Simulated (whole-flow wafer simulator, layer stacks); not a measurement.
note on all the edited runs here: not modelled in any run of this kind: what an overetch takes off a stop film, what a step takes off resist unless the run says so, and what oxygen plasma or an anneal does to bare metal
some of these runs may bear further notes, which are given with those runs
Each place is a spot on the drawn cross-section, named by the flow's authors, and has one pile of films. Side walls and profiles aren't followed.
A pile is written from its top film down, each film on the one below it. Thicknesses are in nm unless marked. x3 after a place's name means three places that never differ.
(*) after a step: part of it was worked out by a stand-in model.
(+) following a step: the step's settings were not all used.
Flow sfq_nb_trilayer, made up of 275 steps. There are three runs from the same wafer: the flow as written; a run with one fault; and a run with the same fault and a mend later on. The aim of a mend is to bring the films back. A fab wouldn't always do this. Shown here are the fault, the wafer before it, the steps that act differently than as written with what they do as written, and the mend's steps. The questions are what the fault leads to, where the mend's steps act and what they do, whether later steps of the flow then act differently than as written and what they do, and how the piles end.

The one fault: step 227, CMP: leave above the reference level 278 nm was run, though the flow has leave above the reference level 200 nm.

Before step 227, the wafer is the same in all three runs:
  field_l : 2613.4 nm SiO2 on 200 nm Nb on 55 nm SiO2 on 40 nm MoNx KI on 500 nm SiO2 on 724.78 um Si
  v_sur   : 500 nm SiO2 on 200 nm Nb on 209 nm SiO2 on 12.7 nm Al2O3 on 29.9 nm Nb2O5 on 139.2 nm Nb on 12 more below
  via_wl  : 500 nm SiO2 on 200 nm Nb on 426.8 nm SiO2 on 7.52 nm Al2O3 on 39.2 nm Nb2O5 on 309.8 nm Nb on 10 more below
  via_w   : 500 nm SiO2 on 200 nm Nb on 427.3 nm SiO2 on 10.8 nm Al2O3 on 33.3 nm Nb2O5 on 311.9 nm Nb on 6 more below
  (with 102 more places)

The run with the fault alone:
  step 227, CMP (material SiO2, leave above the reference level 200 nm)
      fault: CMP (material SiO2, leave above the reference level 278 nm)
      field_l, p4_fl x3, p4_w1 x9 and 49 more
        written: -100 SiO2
        fault: -22 SiO2
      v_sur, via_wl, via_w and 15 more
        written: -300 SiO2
        fault: -222 SiO2
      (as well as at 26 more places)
  Steps later in the flow that act otherwise than as written (not shown: 4 more steps that differ only slightly, by at most 2% or 0.5 nm, whichever is larger):
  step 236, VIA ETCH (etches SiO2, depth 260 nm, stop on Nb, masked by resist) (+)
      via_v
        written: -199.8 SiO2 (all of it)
        fault: -260 SiO2
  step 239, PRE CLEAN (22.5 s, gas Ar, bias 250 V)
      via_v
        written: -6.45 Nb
        fault: -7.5 SiO2
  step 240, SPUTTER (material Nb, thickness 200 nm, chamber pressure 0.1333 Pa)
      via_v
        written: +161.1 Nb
        fault: +146.9 Nb (new film)
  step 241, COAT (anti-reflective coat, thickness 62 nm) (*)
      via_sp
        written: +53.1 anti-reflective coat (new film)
        fault: +50 anti-reflective coat (new film)
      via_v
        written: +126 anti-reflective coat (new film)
        fault: +129.5 anti-reflective coat (new film)
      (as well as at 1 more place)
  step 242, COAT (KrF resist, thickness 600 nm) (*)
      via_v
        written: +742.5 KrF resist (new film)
        fault: +801.5 KrF resist (new film)
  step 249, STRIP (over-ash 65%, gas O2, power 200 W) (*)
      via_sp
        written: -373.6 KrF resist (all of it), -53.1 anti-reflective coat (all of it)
        fault: -369.5 KrF resist (all of it), -50 anti-reflective coat (all of it)
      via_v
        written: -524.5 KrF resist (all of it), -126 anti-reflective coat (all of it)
        fault: -583.4 KrF resist (all of it), -129.5 anti-reflective coat (all of it)
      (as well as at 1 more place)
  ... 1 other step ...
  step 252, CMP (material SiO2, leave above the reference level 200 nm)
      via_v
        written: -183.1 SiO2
        fault: -157.1 SiO2
  The piles end different from the flow's at field_l, v_sur, via_wl and 103 more by more than 2% or 0.5 nm, whichever is larger.
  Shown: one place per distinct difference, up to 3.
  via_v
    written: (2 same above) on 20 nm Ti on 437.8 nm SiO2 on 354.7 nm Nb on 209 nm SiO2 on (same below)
    fault: (2 same above) on 20 nm Ti on 513.3 nm SiO2 on 146.9 nm Nb on 10.3 nm SiO2 on 200 nm Nb on 209 nm SiO2 on (same below)
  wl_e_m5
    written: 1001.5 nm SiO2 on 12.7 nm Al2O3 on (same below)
    fault: 1079.5 nm SiO2 on 12.7 nm Al2O3 on (same below)
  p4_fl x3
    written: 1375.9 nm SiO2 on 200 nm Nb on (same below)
    fault: 1453.9 nm SiO2 on 200 nm Nb on (same below)

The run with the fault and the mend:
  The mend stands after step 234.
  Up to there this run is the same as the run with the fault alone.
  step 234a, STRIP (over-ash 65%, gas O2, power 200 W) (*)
      field_l, v_sur, via_wl and 102 more
        -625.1 KrF resist (all of it), -62 anti-reflective coat (all of it)
      via_v
        -62 anti-reflective coat (all of it)
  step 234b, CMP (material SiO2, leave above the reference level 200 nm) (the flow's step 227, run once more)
      field_l, v_sur, via_wl and 103 more
        -78 SiO2
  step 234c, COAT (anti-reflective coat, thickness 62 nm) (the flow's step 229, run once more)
      field_l, v_sur, via_wl and 103 more
        +62 anti-reflective coat (new film)
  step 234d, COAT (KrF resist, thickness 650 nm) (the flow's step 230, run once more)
      field_l, v_sur, via_wl and 103 more
        +650 KrF resist (new film)
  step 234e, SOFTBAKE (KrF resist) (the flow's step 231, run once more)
      leaves every film unchanged at each place that is followed
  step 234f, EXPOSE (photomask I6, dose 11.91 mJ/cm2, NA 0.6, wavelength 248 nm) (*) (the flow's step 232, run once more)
      leaves every film unchanged at each place that is followed
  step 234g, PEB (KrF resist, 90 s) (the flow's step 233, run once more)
      field_l, v_sur, via_wl and 103 more
        -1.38 KrF resist
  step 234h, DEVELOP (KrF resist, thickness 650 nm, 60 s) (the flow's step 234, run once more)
      field_l, v_sur, via_wl and 102 more
        -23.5 KrF resist
      via_v
        -648.6 KrF resist (all of it)
  Later steps of the flow that are run all act as written at every place that is followed.
  The piles end the same as the flow's at every place that both follow.
